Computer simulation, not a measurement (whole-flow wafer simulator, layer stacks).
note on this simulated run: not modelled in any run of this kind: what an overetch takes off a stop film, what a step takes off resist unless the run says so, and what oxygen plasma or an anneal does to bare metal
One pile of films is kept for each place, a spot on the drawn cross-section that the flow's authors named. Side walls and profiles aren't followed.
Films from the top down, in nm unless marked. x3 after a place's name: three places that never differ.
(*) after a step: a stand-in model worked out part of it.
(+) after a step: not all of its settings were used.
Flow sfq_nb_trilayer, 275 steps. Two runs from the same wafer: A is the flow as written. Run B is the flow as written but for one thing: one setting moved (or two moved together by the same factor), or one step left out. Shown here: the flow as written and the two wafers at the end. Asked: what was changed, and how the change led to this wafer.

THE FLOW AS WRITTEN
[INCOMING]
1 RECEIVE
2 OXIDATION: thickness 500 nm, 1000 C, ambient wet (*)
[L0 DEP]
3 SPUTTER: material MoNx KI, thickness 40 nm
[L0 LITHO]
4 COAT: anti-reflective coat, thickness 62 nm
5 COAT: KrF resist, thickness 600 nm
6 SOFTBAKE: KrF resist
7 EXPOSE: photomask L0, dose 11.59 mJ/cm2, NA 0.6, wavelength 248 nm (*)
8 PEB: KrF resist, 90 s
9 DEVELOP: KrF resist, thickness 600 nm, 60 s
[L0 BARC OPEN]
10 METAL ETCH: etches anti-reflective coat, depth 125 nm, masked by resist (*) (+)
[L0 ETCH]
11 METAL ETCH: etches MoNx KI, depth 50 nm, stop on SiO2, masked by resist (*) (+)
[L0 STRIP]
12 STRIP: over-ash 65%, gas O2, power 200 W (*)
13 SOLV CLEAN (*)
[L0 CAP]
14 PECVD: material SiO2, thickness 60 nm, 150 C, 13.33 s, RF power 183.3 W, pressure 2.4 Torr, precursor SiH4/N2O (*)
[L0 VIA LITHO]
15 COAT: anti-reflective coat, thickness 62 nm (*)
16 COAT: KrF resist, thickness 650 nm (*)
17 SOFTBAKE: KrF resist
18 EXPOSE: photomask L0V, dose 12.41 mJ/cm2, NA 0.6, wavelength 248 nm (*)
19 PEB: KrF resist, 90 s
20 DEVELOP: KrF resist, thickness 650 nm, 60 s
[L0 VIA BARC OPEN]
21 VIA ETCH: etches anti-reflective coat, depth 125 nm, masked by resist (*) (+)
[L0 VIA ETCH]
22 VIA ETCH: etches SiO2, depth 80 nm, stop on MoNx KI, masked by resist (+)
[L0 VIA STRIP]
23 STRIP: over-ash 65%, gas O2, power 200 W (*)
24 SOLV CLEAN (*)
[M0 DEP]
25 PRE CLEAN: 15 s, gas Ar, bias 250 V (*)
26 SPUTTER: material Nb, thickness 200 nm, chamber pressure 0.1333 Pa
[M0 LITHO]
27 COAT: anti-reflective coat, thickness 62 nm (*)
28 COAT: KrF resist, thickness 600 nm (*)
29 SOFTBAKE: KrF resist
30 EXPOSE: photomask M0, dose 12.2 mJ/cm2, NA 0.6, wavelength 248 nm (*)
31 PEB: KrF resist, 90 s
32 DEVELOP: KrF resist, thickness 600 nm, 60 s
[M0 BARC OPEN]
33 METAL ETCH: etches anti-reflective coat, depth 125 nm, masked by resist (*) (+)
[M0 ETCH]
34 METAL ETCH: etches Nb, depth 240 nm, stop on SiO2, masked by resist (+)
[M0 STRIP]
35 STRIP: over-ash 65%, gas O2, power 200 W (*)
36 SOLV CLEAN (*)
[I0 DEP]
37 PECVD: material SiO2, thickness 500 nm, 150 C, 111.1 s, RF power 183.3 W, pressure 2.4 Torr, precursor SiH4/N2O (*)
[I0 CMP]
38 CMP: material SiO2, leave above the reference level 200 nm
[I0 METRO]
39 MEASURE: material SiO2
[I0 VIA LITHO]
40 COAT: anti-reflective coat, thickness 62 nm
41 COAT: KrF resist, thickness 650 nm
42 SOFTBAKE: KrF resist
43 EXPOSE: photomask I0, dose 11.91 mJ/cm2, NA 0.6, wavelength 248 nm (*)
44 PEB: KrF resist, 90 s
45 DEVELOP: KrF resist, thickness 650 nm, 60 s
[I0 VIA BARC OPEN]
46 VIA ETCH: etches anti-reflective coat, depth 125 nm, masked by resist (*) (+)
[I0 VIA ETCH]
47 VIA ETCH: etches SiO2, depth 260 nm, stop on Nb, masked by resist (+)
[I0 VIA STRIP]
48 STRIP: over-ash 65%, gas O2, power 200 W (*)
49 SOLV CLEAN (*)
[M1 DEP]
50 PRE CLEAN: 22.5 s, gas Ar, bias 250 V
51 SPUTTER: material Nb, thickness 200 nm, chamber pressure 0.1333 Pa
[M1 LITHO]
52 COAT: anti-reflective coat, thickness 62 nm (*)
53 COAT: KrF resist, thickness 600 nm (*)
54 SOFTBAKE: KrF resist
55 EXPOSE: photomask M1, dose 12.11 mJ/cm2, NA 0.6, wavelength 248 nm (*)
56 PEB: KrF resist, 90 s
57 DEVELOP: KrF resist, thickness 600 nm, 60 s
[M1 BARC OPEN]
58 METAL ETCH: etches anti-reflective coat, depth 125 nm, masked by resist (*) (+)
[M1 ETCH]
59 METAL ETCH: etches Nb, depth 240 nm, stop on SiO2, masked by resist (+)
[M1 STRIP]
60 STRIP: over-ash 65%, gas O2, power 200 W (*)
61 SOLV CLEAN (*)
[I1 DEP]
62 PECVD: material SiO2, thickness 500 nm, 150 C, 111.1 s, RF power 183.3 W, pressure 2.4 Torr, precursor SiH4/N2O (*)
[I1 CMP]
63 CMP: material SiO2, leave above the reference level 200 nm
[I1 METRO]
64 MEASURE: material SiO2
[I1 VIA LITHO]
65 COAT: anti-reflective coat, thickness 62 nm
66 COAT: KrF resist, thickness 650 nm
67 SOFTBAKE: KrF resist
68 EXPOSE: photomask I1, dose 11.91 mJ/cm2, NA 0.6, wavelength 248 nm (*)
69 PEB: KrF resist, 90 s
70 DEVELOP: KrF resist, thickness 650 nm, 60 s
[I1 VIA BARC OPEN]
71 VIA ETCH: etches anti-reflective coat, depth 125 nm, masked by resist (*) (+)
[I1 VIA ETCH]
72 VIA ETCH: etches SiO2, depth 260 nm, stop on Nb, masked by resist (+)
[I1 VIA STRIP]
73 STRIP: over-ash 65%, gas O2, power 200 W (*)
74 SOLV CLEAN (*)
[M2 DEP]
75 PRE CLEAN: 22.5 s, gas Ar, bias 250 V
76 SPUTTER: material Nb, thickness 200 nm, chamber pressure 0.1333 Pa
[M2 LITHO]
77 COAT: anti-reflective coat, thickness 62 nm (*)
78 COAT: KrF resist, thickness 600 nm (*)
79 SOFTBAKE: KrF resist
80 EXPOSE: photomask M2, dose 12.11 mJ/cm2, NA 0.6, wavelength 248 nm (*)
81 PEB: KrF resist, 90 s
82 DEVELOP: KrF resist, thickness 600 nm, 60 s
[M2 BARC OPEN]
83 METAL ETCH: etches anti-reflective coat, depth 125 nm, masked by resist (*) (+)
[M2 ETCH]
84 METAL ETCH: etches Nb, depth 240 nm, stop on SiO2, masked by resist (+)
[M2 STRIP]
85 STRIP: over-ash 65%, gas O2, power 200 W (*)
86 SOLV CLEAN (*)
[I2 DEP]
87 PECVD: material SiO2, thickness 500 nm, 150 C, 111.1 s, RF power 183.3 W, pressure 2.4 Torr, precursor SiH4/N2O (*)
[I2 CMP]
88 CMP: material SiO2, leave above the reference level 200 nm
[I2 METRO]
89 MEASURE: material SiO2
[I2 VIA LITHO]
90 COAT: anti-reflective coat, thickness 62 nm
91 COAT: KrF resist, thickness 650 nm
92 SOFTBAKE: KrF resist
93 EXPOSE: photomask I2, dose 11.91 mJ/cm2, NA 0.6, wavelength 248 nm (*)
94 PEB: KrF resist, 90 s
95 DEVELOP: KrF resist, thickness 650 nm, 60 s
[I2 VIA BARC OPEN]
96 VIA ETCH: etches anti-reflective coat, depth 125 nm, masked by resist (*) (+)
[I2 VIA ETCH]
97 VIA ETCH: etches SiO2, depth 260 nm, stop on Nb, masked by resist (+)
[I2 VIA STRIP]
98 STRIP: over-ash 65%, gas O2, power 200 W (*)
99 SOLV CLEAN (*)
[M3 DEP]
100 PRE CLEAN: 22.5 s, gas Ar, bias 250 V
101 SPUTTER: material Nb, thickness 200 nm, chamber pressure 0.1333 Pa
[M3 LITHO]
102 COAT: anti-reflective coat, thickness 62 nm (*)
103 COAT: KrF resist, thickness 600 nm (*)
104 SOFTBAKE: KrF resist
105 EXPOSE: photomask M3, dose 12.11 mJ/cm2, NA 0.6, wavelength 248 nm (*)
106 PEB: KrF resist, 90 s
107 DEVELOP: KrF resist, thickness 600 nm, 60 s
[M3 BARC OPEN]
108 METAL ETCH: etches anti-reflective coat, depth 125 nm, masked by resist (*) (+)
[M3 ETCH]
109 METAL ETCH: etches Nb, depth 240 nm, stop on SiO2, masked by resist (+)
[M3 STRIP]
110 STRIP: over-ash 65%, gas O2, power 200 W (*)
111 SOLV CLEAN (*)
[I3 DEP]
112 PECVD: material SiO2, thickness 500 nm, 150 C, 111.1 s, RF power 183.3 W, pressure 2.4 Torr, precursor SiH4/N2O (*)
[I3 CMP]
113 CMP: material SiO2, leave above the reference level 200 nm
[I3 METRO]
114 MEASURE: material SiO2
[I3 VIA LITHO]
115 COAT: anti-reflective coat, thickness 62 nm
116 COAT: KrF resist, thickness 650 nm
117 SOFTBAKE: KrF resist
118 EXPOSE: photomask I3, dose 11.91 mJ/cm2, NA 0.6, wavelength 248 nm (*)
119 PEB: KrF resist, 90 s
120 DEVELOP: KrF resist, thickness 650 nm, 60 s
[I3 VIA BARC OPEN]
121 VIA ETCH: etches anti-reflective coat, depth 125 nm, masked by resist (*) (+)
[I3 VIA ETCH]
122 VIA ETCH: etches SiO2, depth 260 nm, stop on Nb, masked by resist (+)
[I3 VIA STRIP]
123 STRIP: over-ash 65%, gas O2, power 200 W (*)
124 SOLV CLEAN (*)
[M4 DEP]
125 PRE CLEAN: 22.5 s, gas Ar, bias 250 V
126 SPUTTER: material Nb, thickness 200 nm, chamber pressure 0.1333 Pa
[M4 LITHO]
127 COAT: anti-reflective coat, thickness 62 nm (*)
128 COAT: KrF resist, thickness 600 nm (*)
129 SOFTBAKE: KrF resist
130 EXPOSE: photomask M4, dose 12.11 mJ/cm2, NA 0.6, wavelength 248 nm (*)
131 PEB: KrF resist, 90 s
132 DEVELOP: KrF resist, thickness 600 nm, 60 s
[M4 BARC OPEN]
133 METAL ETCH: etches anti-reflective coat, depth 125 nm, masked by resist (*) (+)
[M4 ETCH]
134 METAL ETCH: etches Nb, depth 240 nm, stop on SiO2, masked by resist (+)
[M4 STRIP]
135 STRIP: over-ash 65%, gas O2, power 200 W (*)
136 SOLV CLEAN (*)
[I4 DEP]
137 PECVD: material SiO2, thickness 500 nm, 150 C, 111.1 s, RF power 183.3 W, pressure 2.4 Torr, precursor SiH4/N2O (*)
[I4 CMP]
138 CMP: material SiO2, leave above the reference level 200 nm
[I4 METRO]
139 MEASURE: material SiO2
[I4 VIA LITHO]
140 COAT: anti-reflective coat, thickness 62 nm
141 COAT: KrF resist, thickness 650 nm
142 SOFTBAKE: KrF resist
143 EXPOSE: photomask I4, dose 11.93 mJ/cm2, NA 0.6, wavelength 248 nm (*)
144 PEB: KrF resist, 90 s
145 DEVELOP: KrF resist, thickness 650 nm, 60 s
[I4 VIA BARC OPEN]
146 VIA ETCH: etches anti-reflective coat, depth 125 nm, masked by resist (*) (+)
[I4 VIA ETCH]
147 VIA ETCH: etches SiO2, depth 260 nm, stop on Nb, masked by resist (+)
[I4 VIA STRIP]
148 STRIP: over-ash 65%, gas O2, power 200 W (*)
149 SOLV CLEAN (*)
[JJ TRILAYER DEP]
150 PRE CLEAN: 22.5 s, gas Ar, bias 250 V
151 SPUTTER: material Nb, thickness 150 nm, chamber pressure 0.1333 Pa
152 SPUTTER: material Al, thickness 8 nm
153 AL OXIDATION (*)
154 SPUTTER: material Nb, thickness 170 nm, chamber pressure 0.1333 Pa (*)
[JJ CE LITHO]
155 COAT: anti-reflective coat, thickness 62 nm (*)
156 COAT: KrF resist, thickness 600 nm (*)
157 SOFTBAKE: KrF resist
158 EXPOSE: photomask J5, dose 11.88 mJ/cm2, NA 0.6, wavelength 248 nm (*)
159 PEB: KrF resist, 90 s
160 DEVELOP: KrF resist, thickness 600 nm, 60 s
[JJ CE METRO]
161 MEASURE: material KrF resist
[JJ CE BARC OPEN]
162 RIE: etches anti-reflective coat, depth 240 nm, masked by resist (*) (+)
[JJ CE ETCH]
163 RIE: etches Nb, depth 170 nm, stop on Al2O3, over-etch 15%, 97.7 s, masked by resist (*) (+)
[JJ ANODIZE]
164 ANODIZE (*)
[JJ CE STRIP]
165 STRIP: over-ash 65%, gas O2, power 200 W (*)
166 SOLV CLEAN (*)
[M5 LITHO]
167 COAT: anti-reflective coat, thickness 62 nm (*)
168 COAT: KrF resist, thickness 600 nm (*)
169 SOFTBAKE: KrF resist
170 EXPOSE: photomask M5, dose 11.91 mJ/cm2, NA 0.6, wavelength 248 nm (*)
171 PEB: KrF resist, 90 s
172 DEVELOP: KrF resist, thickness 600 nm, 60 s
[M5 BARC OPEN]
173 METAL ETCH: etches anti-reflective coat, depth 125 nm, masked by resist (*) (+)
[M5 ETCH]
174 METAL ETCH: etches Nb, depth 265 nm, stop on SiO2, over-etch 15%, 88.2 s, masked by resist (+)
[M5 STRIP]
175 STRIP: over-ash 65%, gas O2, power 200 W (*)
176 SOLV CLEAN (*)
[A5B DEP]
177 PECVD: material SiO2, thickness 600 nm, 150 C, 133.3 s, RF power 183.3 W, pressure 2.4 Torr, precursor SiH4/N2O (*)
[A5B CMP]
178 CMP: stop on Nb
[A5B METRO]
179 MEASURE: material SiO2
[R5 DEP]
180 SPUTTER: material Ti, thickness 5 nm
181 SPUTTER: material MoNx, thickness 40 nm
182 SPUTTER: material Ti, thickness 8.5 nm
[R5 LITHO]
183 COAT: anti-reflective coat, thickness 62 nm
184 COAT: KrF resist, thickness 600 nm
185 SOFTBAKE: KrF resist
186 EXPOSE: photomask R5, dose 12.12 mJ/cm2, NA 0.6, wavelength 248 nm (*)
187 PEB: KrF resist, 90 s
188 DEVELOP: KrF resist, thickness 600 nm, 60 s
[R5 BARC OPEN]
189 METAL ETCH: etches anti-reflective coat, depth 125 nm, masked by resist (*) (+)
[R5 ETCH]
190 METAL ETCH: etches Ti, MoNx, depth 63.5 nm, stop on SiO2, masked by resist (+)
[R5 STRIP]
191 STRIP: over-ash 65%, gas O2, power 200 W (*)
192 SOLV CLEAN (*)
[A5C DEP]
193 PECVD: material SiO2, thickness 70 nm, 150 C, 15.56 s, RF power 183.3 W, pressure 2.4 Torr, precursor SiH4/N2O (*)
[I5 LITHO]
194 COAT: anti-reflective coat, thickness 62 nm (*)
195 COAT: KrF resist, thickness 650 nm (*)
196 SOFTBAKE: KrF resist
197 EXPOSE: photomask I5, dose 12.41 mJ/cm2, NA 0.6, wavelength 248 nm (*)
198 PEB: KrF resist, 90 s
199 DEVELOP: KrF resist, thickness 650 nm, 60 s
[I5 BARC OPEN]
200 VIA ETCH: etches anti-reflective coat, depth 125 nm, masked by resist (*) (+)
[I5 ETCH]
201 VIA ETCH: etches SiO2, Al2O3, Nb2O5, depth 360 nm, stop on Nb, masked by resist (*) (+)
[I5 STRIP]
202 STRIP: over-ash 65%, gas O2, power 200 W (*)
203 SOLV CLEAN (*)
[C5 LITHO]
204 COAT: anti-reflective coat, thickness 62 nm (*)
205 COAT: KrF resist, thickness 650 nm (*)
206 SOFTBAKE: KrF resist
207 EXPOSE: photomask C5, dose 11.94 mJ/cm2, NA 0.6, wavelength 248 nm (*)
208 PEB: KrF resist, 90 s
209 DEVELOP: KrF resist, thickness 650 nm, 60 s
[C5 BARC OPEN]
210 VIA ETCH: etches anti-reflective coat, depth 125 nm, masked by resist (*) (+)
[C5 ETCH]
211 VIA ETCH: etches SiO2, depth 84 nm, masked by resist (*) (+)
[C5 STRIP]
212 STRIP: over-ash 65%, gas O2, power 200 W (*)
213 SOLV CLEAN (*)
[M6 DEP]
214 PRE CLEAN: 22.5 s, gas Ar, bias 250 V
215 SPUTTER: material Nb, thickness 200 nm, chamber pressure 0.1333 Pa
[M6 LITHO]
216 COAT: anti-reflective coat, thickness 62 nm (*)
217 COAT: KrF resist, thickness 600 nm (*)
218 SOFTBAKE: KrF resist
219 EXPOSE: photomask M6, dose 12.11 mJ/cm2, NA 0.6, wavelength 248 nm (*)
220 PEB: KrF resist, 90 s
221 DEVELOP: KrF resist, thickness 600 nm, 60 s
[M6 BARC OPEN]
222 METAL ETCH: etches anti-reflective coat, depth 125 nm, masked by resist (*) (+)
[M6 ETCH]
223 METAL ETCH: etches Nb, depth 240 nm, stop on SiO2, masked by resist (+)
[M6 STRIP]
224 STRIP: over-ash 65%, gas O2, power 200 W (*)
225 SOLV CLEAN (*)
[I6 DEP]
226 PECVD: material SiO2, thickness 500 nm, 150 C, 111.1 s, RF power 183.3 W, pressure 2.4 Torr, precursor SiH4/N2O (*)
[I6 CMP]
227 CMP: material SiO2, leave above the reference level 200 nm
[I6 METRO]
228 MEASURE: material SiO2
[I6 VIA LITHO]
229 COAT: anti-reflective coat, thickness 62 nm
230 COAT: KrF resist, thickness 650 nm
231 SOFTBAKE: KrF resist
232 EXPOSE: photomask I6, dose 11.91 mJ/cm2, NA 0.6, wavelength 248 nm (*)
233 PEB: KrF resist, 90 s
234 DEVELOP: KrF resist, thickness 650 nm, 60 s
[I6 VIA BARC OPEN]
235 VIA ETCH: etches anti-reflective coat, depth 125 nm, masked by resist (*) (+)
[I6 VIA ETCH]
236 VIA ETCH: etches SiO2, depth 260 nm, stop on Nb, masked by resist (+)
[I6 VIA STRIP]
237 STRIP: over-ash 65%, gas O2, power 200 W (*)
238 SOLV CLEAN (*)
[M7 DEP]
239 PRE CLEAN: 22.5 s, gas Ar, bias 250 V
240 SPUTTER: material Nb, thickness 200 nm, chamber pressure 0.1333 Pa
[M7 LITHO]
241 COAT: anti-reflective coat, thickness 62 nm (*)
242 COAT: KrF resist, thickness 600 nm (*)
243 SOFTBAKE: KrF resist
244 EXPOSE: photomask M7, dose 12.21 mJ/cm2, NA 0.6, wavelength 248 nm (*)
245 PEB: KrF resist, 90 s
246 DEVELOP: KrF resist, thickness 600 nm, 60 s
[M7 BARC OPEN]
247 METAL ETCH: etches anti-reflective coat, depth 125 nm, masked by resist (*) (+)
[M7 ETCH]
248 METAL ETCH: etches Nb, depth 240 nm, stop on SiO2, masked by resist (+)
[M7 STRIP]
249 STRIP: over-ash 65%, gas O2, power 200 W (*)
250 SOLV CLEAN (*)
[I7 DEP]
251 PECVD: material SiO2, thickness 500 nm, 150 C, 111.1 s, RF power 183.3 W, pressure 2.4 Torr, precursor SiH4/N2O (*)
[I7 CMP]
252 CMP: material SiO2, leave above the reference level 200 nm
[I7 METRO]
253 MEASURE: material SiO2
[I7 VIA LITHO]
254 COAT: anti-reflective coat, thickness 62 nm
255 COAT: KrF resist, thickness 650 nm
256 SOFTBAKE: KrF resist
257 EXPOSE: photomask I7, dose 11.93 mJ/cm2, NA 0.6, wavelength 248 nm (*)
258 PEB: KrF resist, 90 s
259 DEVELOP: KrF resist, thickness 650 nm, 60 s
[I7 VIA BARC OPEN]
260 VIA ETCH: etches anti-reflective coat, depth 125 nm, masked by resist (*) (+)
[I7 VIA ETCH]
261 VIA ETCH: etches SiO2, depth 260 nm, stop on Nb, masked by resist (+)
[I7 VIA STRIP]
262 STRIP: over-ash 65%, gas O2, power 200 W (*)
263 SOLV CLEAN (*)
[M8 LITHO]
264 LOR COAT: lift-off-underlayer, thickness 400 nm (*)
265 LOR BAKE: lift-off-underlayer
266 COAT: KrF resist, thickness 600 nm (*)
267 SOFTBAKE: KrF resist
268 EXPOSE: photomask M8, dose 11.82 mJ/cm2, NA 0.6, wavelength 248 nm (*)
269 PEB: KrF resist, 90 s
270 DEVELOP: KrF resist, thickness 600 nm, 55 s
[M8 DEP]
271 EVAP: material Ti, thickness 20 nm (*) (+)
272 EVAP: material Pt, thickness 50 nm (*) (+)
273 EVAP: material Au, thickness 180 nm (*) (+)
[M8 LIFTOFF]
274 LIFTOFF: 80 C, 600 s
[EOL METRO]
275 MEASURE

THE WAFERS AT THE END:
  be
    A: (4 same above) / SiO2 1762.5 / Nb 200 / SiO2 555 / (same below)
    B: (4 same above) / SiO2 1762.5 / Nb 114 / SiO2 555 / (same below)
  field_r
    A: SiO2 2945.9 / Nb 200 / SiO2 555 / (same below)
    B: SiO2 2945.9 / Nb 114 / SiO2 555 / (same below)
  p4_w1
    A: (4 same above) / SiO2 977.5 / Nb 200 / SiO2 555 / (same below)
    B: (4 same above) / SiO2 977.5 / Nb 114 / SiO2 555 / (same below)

The cause: step 26, SPUTTER: thickness 114 nm was run, where the flow has thickness 200 nm.
It can be read off the wafer: be has Nb 114, and step 26 as written asks for 200 nm.

How the change led to this, step by step:
  26 SPUTTER: material Nb, thickness 200 nm, chamber pressure 0.1333 Pa
      field_l, via_wl, via_w and 100 more: A Nb +200 (new film) | B Nb +114 (new film)
      v_sur: A Nb +200 (new film) | B Nb +110 (new film)
      (and at 2 more places)
  27 COAT: anti-reflective coat, thickness 62 nm (*)
      v_sur: A anti-reflective coat +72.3 (new film) | B anti-reflective coat +74.3 (new film)
  34 METAL ETCH: etches Nb, depth 240 nm, stop on SiO2, masked by resist (+)
      field_l, v_sur, via_wl and 100 more: A KrF resist -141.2 | B KrF resist -100.6
      moat, m0r_space_l, m0r_space_r: A Nb -200 (all of it) | B Nb -114 (all of it)
  35 STRIP: over-ash 65%, gas O2, power 200 W (*)
      p4_fl, p4_fm, p4_w1 and 68 more: A KrF resist -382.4 (all of it), anti-reflective coat -62 (all of it) | B KrF resist -423 (all of it), anti-reflective coat -62 (all of it)
      c5j, ce_r, sp_r, be_r, r_sur, res: A KrF resist -389 (all of it), anti-reflective coat -63.6 (all of it) | B KrF resist -429.5 (all of it), anti-reflective coat -63.6 (all of it)
      (and at 26 more places)
  37 PECVD: material SiO2, thickness 500 nm, 150 C, 111.1 s, RF power 183.3 W, pressure 2.4 Torr, precursor SiH4/N2O (*)
      moat, m0r_space_l, m0r_space_r: A SiO2 +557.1 | B SiO2 +500
  38 CMP: material SiO2, leave above the reference level 200 nm
      moat, m0r_space_l, m0r_space_r: A SiO2 -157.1 | B SiO2 -186
